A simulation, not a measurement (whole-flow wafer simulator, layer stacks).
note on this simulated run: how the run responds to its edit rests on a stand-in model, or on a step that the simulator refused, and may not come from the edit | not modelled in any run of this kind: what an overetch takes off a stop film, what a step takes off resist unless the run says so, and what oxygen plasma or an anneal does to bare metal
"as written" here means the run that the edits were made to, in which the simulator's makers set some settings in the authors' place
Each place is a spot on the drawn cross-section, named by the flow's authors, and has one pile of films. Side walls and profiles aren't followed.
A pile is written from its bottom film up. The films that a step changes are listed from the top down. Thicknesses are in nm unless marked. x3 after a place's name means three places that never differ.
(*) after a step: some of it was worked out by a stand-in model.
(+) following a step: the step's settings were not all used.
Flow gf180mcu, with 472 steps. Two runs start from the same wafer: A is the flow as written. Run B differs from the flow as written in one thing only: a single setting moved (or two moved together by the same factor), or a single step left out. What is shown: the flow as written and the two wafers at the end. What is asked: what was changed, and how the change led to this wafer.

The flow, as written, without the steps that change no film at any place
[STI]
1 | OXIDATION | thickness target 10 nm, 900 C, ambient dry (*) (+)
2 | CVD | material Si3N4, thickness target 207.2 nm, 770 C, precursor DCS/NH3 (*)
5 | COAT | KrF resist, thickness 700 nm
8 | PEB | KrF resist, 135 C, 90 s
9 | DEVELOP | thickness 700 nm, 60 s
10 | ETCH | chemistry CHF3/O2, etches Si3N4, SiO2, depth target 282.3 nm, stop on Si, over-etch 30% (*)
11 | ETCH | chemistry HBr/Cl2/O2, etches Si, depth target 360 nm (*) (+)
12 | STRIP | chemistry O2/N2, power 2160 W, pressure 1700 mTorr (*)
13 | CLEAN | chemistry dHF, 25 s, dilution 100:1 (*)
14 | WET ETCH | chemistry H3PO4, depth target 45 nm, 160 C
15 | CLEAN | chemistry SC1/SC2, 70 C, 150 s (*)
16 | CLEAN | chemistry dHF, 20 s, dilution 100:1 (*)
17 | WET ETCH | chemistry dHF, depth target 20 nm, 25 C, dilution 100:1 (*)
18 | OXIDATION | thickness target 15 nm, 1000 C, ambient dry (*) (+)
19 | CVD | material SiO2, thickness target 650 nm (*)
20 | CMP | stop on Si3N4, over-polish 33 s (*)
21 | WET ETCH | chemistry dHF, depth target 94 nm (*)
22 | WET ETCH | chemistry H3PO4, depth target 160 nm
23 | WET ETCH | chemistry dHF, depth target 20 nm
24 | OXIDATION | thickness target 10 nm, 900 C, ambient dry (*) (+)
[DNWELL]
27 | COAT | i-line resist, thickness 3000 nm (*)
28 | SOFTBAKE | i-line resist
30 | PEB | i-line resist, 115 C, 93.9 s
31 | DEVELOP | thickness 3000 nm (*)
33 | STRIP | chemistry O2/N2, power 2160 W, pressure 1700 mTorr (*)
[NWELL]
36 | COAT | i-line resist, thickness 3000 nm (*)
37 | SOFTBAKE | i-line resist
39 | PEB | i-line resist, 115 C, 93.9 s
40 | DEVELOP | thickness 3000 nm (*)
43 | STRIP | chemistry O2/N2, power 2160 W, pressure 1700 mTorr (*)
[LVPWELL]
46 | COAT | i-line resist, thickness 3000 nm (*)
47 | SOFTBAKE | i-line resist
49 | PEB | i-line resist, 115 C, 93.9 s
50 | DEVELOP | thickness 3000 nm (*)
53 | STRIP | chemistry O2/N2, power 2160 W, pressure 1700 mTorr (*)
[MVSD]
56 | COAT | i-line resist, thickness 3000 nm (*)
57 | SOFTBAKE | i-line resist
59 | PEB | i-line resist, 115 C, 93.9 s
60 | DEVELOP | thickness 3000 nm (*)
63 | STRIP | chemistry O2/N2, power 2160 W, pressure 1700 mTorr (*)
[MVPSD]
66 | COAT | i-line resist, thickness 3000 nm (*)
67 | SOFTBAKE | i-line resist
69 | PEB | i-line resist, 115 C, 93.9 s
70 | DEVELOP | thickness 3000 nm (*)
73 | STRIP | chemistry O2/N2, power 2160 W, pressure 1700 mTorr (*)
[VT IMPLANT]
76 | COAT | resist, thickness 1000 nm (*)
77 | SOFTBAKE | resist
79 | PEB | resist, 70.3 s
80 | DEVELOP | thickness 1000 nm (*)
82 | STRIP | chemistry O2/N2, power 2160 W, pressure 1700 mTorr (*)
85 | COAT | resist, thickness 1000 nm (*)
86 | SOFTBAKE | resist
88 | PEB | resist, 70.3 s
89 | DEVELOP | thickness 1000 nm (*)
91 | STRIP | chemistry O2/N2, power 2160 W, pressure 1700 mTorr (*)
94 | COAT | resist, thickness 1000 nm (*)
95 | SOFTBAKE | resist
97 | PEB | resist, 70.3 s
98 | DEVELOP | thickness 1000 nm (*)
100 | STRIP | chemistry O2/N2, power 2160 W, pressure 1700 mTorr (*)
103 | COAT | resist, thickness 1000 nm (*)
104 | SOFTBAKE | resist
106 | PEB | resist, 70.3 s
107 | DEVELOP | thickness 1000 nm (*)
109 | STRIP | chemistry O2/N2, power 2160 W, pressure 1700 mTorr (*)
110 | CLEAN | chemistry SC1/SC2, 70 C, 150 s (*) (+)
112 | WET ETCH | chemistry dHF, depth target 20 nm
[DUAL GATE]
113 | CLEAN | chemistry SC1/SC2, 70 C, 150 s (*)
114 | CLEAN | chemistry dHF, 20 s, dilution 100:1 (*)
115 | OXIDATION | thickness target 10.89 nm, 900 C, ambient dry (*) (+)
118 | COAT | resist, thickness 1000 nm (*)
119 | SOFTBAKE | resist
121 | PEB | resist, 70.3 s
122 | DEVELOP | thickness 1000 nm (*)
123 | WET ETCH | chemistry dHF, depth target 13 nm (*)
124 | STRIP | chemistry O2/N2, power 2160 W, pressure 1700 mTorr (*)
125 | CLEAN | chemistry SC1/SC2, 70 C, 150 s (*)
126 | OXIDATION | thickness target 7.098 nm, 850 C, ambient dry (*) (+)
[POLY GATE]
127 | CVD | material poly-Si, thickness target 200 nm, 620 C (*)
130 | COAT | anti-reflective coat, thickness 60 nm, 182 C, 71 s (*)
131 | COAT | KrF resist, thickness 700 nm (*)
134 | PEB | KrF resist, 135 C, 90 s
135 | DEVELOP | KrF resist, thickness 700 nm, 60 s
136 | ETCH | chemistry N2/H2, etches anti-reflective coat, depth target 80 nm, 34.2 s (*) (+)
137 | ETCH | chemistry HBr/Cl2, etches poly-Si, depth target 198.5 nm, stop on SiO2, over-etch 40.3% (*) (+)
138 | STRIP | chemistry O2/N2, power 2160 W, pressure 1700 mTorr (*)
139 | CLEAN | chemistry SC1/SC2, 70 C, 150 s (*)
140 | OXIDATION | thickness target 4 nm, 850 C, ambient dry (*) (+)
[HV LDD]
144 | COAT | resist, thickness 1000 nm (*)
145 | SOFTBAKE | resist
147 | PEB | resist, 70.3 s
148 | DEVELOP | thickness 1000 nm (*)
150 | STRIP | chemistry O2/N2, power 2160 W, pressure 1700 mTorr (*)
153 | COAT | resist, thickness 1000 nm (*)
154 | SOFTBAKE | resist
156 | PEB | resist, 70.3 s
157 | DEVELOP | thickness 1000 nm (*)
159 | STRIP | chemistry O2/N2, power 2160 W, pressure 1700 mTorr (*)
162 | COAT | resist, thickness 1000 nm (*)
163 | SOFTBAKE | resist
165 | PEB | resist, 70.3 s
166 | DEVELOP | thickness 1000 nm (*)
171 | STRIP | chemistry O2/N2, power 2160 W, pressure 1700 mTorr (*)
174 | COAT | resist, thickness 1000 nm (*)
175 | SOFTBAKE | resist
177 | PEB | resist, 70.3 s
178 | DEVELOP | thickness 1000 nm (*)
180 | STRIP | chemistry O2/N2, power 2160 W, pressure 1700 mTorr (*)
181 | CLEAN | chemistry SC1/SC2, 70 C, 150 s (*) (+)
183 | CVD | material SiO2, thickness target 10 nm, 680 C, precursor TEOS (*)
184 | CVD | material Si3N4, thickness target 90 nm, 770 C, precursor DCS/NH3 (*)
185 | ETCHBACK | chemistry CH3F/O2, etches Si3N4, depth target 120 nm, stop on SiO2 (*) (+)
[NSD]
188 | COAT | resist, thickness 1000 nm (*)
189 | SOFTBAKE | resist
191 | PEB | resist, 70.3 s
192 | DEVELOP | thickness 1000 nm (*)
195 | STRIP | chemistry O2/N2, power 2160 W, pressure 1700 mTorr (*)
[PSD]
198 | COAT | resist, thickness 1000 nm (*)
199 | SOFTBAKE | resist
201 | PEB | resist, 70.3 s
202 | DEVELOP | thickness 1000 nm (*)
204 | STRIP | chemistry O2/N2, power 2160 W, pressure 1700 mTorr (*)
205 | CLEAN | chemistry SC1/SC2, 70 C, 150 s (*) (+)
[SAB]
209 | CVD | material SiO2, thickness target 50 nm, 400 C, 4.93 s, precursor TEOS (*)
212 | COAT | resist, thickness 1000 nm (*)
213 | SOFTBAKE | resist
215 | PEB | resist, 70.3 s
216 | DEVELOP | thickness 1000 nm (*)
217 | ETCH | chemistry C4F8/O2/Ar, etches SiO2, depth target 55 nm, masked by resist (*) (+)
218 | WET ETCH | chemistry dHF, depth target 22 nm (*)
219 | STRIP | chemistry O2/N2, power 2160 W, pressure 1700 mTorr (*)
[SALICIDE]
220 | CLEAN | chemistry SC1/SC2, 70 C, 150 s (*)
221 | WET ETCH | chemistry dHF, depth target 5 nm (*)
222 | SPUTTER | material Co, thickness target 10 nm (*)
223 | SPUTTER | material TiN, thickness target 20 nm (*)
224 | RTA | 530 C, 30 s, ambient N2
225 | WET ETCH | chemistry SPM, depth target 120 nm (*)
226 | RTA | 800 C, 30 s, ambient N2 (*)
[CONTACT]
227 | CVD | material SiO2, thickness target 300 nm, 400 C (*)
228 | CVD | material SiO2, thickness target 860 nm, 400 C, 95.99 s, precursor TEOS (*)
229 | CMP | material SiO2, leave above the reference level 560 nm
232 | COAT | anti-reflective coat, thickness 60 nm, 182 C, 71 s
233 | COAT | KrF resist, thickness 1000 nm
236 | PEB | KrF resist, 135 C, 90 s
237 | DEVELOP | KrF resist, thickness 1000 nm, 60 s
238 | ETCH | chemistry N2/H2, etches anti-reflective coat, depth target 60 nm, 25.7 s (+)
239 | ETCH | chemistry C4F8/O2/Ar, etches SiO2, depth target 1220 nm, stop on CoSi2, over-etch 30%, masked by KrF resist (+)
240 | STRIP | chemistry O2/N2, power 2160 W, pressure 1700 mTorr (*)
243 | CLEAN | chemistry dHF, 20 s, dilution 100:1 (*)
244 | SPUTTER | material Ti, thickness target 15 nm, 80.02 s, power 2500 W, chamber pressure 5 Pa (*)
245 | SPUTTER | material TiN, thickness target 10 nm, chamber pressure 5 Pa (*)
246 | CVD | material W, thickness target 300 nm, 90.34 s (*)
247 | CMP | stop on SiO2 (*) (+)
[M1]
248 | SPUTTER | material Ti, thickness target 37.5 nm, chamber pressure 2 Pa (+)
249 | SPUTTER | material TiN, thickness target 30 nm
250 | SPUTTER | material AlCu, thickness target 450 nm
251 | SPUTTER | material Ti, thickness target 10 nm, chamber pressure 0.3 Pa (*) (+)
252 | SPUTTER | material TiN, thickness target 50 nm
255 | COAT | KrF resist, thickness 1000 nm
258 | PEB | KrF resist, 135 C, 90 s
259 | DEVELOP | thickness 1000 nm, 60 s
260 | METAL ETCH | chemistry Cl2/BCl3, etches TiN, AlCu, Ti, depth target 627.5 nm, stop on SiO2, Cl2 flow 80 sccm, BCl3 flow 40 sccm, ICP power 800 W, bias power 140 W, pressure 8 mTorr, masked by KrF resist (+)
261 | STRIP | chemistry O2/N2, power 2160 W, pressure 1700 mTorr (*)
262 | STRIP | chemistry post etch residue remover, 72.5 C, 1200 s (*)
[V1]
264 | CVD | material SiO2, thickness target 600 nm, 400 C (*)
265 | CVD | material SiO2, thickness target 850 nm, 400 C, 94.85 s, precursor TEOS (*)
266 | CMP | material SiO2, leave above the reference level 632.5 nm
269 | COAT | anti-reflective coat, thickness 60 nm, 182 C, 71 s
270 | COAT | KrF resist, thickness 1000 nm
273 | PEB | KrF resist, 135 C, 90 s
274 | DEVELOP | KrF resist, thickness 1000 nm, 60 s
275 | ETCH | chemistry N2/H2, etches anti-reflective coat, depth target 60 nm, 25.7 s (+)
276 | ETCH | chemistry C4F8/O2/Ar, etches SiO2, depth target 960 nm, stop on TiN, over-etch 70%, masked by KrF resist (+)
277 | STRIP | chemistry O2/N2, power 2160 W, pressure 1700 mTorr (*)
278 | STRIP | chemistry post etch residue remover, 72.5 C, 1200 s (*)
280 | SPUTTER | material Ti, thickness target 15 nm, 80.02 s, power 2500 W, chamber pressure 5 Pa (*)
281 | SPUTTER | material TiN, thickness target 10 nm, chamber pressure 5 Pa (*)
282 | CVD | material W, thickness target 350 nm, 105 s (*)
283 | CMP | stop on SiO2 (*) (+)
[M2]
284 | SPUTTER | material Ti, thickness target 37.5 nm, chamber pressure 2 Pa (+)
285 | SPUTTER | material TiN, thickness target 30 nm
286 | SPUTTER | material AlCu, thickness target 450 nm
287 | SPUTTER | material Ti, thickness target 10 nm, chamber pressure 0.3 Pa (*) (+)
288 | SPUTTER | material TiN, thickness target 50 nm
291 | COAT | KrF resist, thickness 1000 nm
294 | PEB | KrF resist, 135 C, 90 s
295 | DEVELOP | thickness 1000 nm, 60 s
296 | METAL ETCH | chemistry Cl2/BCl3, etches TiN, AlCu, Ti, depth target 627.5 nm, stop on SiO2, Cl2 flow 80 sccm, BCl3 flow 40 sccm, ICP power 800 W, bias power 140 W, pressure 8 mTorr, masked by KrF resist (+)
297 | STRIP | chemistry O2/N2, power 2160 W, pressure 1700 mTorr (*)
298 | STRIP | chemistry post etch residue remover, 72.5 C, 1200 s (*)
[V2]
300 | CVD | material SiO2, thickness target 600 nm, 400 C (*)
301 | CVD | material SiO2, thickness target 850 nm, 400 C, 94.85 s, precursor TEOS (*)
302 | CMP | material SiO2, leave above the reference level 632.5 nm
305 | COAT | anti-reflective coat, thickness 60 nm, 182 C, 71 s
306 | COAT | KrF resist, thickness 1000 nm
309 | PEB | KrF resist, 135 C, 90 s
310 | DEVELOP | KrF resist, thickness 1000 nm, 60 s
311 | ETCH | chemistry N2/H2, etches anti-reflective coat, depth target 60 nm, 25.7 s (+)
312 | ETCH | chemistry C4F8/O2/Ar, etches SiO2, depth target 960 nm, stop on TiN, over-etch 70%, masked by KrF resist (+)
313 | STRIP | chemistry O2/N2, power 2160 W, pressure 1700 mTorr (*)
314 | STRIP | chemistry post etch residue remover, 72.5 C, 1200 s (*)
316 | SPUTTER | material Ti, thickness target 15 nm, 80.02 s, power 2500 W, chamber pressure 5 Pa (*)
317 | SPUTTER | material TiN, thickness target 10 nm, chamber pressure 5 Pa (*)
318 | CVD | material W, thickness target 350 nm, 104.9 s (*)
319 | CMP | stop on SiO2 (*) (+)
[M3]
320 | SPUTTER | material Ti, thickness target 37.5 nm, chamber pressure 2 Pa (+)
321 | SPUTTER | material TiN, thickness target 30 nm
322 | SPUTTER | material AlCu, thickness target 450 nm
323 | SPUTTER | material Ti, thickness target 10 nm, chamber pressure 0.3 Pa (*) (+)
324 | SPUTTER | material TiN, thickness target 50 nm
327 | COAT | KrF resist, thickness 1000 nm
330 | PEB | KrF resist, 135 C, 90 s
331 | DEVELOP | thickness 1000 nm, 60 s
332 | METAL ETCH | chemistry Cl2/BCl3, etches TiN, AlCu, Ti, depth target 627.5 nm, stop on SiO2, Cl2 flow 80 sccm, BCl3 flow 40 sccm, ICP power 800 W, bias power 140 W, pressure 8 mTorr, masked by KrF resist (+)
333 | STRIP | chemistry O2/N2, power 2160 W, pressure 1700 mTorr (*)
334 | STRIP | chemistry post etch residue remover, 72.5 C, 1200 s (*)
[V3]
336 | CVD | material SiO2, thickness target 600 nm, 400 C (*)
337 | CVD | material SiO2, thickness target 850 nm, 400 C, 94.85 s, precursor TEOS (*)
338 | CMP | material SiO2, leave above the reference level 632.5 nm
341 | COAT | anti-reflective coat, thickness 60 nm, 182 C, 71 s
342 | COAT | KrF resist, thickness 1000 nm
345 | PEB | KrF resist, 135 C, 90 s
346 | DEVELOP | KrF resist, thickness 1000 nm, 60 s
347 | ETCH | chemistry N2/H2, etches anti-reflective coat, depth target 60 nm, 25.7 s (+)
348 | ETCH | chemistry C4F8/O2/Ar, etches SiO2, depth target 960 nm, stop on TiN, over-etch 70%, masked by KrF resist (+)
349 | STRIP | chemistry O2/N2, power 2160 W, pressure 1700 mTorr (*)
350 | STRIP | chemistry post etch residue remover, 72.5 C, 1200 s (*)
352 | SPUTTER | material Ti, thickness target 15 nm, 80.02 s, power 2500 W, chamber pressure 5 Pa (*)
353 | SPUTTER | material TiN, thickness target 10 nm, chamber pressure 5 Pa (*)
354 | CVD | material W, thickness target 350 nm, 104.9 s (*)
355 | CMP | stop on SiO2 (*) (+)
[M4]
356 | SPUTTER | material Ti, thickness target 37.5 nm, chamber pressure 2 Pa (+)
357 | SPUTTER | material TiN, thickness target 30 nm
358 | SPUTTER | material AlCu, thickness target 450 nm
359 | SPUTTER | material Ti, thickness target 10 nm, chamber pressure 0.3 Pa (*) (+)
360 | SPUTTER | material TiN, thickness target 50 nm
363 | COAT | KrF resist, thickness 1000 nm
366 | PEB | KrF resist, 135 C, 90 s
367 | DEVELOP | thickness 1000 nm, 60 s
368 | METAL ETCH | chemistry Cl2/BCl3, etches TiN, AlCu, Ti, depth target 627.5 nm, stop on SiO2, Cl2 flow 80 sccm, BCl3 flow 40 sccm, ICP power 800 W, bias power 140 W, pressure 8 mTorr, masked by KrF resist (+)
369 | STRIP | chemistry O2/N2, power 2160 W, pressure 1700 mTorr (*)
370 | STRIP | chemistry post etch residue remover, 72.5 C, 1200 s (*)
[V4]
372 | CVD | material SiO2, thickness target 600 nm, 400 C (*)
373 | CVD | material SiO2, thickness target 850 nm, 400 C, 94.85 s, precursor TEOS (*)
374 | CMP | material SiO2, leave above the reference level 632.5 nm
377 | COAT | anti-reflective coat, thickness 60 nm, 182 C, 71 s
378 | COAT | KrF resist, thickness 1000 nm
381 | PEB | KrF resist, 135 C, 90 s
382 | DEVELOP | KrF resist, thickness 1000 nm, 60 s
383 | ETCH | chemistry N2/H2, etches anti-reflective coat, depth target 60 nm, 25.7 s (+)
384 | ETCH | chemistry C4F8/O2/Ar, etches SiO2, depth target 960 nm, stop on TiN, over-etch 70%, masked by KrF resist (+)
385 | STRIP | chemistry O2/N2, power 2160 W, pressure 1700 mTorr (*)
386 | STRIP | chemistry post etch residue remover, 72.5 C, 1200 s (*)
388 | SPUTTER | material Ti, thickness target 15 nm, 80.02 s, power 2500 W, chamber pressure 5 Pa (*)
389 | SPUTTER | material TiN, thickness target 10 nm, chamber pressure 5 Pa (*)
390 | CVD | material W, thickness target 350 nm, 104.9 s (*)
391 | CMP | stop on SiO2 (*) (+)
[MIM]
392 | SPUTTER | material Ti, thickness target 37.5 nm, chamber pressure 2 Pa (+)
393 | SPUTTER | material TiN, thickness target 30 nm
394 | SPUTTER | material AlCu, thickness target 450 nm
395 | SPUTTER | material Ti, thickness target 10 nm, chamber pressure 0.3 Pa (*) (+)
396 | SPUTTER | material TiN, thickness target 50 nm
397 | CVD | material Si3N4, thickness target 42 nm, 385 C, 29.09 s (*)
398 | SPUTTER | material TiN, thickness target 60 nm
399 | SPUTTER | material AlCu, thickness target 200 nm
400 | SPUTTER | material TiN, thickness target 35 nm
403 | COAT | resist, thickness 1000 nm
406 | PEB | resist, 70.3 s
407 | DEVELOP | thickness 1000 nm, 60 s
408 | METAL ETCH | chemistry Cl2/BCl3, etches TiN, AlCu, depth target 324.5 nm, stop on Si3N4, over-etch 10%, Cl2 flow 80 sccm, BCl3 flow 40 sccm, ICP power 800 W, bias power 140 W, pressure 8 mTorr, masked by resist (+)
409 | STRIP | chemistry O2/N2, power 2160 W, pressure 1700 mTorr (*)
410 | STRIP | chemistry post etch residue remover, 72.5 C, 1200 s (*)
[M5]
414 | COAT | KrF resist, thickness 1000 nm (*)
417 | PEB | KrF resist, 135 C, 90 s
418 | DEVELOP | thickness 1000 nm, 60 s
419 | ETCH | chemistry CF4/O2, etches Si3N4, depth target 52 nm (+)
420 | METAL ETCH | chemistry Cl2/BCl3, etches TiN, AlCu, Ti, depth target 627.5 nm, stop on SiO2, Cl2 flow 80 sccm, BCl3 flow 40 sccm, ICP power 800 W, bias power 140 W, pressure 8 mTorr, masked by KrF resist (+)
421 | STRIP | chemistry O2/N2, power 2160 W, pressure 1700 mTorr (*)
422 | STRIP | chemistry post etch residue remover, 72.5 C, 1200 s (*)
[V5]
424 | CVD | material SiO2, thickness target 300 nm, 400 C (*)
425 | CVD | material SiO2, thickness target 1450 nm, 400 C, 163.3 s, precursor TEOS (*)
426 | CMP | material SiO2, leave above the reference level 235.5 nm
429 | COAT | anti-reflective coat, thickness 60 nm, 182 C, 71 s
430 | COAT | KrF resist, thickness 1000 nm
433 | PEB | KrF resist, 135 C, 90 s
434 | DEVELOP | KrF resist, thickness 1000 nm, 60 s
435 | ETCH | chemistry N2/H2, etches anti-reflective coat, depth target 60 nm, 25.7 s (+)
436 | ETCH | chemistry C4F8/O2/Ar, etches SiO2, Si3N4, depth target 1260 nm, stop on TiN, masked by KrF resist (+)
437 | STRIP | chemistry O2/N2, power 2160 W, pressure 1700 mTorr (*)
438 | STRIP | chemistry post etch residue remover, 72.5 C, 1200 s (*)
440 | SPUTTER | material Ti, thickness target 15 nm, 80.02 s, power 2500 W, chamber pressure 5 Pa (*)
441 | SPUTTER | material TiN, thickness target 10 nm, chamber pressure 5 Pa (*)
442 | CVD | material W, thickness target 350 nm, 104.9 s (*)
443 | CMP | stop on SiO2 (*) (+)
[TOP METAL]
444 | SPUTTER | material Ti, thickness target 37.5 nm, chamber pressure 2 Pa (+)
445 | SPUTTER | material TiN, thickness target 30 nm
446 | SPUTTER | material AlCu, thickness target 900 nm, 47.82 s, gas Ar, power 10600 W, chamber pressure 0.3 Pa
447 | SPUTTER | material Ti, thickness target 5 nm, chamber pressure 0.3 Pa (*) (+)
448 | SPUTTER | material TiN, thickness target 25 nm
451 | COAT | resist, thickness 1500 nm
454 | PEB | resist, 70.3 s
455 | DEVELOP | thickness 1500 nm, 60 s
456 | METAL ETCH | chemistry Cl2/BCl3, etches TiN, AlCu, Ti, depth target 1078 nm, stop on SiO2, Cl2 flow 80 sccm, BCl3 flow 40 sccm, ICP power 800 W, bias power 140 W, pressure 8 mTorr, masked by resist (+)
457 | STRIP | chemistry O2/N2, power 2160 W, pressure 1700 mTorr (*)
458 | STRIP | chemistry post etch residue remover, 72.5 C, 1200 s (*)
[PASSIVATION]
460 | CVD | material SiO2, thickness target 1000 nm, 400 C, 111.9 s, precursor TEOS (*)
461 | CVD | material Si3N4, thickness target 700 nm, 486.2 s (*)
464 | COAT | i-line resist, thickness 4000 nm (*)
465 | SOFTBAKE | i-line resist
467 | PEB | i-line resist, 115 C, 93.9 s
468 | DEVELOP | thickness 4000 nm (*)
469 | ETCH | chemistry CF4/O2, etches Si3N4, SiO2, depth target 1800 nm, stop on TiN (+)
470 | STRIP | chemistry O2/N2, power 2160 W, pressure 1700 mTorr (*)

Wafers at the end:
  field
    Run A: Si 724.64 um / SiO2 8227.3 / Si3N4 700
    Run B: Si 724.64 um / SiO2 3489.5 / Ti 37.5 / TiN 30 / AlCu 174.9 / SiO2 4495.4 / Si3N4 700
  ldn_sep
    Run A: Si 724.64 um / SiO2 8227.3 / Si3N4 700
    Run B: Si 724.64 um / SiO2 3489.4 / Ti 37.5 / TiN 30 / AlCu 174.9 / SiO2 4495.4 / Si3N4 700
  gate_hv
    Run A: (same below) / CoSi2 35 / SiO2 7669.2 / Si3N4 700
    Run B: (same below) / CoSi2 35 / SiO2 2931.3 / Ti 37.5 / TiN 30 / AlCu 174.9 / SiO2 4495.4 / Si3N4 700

What caused this: step 332, METAL ETCH: depth target 329.4 nm was run, whereas the flow has depth target 627.5 nm.

Step by step, how the change led to this:
  332 | METAL ETCH | chemistry Cl2/BCl3, etches TiN, AlCu, Ti, depth target 627.5 nm, stop on SiO2, Cl2 flow 80 sccm, BCl3 flow 40 sccm, ICP power 800 W, bias power 140 W, pressure 8 mTorr, masked by KrF resist (+)
      field, field__w1, field__w2 and 103 more: A -50 TiN (all of it), -10 Ti (all of it), -450 AlCu (all of it), -30 TiN (all of it), -37.5 Ti (all of it) | B -50 TiN (all of it), -10 Ti (all of it), -269.4 AlCu
      field__w8, contact, m1, m1__w1, m1_nw: A -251 KrF resist | B -131.8 KrF resist
  333 | STRIP | chemistry O2/N2, power 2160 W, pressure 1700 mTorr (*)
      field__w8, contact, m1, m1__w1, m1_nw: A -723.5 KrF resist (all of it) | B -842.8 KrF resist (all of it)
  334 | STRIP | chemistry post etch residue remover, 72.5 C, 1200 s (*)
      field, field__w1, field__w2 and 103 more: A nothing | B -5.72 AlCu
  336 | CVD | material SiO2, thickness target 600 nm, 400 C (*)
      field, field__w1, field__w2 and 103 more: A +600 SiO2 | B +600 SiO2 (new film)
  338 | CMP | material SiO2, leave above the reference level 632.5 nm
      field, field__w1, field__w2 and 103 more: A -300 SiO2 | B -542.4 SiO2
Taking metal films that touch as one body, field has 1 body; the flow as written gives 0 bodies.
Taking metal films that touch as one body, ldn_sep has 1 body; the flow as written gives 0 bodies.
Taking metal films that touch as one body, gate_hv has 2 bodies (between them, from the top down: SiO2 2931.3); the flow as written gives 1 body.
